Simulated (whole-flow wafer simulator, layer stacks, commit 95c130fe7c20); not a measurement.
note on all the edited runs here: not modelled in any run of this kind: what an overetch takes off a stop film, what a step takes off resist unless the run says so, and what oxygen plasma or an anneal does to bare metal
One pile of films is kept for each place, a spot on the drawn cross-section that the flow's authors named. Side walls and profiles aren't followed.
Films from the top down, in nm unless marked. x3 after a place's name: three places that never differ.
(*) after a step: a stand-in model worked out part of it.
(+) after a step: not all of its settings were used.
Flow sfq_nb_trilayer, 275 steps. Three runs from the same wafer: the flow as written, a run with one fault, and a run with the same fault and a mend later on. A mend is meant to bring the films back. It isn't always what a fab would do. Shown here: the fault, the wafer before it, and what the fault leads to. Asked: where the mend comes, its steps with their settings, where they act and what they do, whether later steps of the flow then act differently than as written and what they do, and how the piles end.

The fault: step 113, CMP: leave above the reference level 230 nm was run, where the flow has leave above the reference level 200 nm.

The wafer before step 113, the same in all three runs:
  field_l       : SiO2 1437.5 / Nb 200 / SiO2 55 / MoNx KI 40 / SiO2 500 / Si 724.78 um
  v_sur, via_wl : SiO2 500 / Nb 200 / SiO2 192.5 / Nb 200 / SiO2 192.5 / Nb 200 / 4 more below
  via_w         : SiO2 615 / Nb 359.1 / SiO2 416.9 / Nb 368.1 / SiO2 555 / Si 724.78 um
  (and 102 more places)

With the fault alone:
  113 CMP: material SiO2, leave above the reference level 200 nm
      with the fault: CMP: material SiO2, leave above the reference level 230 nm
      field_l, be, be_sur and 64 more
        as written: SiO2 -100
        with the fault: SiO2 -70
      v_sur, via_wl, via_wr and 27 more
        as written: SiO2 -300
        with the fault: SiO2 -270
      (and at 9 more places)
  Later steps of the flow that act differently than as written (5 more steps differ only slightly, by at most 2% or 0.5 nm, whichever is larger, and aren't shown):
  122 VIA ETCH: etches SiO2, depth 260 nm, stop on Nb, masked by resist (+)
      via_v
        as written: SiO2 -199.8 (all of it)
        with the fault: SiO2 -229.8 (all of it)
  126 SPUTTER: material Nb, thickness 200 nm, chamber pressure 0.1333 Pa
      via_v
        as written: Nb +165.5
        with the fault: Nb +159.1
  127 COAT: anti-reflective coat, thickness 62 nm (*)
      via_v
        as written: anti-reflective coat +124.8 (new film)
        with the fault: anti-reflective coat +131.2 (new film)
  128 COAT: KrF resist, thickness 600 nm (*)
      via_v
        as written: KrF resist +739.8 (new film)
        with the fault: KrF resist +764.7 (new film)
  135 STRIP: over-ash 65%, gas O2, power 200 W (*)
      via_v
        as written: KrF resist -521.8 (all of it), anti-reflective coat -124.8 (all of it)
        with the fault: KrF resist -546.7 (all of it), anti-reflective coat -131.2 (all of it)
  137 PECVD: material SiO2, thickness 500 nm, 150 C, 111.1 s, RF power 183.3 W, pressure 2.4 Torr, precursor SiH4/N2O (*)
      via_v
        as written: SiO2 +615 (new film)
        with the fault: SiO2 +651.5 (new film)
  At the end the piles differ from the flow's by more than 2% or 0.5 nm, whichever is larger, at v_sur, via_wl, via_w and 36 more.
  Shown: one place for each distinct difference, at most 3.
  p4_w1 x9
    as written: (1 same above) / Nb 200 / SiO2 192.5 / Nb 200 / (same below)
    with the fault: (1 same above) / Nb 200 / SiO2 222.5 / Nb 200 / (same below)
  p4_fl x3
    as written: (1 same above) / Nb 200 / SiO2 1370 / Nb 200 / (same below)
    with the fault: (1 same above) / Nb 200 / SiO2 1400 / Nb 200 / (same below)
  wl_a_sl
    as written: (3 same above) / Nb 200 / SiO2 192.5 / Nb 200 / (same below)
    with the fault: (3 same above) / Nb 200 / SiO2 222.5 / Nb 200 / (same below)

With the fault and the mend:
  The mend comes after step 114.
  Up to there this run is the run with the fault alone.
  114a CMP: material SiO2, leave above the reference level 200 nm (the flow's step 113 once more)
      field_l, v_sur, via_wl and 103 more
        SiO2 -30
  No later step of the flow acts differently than as written at any place that is followed.
  At the end the piles are the same as the flow's at every place that both follow.
